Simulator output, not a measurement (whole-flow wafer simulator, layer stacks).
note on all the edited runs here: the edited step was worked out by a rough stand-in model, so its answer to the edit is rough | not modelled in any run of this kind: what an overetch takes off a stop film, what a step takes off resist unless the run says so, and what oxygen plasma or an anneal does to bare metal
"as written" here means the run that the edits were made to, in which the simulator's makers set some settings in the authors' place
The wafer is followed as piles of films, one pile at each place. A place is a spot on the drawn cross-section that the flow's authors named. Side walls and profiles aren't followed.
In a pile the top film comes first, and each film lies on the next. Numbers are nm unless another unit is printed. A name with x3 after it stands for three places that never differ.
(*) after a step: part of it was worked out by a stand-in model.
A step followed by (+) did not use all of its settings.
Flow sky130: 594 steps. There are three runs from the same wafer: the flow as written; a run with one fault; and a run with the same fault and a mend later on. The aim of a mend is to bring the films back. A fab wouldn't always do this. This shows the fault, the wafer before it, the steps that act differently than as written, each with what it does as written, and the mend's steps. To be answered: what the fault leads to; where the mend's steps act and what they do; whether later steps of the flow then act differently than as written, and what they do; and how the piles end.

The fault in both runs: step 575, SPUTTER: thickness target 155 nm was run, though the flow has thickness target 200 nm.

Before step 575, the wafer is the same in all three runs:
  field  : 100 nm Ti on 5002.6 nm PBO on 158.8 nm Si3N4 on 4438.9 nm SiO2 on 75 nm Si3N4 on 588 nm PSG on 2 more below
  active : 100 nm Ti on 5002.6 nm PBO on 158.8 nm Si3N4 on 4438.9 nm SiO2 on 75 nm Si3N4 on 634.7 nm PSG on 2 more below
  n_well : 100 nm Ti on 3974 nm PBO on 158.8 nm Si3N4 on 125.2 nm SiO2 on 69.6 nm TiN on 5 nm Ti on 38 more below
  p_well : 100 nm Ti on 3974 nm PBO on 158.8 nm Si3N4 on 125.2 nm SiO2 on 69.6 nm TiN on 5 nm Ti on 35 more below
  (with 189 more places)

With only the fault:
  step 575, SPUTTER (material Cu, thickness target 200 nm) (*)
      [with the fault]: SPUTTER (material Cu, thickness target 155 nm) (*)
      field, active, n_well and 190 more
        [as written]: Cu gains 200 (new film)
        [with the fault]: Cu gains 155 (new film)
  Steps further on in the flow that do not act as written (7 other steps are not shown; they differ only slightly, by no more than 2% or 0.5 nm, whichever is larger):
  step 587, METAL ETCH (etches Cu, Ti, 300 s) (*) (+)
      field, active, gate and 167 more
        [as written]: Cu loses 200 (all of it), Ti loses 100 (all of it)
        [with the fault]: Cu loses 155 (all of it), Ti loses 100 (all of it)
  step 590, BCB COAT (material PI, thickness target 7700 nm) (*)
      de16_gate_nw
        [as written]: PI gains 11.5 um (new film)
        [with the fault]: PI gains 11.46 um (new film)
  At mim, sd_hvn, dext_nw_sti and 11 more, the piles at the end differ from the flow's by more than 2% or 0.5 nm, whichever is larger.
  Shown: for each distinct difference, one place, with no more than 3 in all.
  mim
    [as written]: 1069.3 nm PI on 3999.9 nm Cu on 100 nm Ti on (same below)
    [with the fault]: 1111.4 nm PI on 3954.9 nm Cu on 100 nm Ti on (same below)
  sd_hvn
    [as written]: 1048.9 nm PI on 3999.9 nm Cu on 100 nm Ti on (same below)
    [with the fault]: 1092.3 nm PI on 3954.9 nm Cu on 100 nm Ti on (same below)
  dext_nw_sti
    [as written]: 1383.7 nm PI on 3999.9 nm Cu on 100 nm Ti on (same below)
    [with the fault]: 1424.1 nm PI on 3954.9 nm Cu on 100 nm Ti on (same below)

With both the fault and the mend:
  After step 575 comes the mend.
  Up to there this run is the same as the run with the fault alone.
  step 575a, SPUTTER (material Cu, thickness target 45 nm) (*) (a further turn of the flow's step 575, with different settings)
      field, active, n_well and 190 more
        Cu gains 45
  None of the later steps of the flow acts differently than as written at any place that is followed.
  At every place that both follow, the piles at the end match the flow's.
